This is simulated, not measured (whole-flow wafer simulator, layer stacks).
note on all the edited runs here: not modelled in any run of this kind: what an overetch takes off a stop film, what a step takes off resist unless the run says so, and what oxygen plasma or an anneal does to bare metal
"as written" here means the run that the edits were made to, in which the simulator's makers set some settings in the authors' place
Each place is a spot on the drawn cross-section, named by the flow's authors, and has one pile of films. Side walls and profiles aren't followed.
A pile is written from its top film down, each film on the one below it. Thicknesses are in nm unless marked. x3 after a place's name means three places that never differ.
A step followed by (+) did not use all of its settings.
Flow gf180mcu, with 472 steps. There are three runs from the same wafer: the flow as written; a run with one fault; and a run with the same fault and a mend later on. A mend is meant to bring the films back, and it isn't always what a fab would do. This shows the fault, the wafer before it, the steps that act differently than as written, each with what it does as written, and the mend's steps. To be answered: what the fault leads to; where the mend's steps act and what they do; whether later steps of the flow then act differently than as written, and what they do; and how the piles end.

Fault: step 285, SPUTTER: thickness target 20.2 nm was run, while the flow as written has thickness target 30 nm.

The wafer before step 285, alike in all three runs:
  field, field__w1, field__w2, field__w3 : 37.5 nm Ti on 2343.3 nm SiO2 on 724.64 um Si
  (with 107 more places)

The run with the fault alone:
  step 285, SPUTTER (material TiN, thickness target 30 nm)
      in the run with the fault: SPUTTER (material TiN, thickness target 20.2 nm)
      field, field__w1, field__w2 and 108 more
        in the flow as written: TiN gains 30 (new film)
        in the run with the fault: TiN gains 20.2 (new film)
  Steps further on in the flow that do not act as written:
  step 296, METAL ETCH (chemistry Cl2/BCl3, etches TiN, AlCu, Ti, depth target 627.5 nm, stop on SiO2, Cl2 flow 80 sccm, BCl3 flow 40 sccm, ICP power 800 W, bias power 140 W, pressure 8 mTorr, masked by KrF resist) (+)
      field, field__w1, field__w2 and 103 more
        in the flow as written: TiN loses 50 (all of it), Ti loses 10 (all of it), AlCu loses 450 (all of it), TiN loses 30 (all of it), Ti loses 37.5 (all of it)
        in the run with the fault: TiN loses 50 (all of it), Ti loses 10 (all of it), AlCu loses 450 (all of it), TiN loses 20.2 (all of it), Ti loses 37.5 (all of it)
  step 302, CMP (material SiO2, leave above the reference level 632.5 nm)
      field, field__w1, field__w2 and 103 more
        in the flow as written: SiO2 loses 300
        in the run with the fault: SiO2 loses 309.8
  At field__w8, contact, m1, m1__w1, m1_nw, the piles at the end differ from the flow's by more than 2% or 0.5 nm, whichever is larger.
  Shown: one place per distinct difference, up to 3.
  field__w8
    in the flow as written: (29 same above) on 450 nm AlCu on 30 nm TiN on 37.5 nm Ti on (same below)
    in the run with the fault: (29 same above) on 450 nm AlCu on 20.2 nm TiN on 37.5 nm Ti on (same below)
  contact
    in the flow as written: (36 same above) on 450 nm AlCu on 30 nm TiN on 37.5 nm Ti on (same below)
    in the run with the fault: (36 same above) on 450 nm AlCu on 20.2 nm TiN on 37.5 nm Ti on (same below)

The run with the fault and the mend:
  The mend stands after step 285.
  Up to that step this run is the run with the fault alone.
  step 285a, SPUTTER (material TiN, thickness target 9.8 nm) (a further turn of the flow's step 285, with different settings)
      field, field__w1, field__w2 and 108 more
        TiN gains 9.8
  Later steps of the flow that are run all act as written at every place that is followed.
  By the end, the piles equal the flow's at every place that both follow.
